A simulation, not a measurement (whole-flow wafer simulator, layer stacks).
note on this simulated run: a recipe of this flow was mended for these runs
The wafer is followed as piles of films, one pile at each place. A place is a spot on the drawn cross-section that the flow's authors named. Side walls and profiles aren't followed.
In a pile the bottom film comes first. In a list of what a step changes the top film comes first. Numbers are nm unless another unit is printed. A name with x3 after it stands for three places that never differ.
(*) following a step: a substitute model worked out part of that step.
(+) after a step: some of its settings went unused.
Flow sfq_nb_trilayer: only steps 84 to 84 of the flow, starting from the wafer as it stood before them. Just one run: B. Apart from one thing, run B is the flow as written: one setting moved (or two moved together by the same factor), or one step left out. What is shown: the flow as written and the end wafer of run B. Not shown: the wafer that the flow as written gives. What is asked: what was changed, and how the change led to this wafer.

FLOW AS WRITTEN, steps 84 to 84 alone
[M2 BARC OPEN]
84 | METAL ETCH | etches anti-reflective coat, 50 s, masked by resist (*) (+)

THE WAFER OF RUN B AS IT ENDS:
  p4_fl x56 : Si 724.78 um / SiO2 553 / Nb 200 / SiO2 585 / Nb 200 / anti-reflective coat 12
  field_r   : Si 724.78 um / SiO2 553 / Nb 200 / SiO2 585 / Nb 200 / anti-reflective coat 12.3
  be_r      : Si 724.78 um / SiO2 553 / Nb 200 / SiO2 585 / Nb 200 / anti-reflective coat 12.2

Cause: step 84, METAL ETCH: 20 s was run, while the flow as written has 50 s.

Step by step, how the change led to this:
  84 | METAL ETCH | etches anti-reflective coat, 50 s, masked by resist (*) (+)
      p4_fl x56, wl_d_m1, l0r_line_l x3, m0r_space_l x2: -50 anti-reflective coat (as written it would have been: -62 anti-reflective coat (all of it))
      field_r, lsp_l, ln_m5, lsp_m, ln_m6, lsp_r, l0_sur, l0v: -50 anti-reflective coat (as written it would have been: -62.3 anti-reflective coat (all of it))
      (and at 36 other places as well)
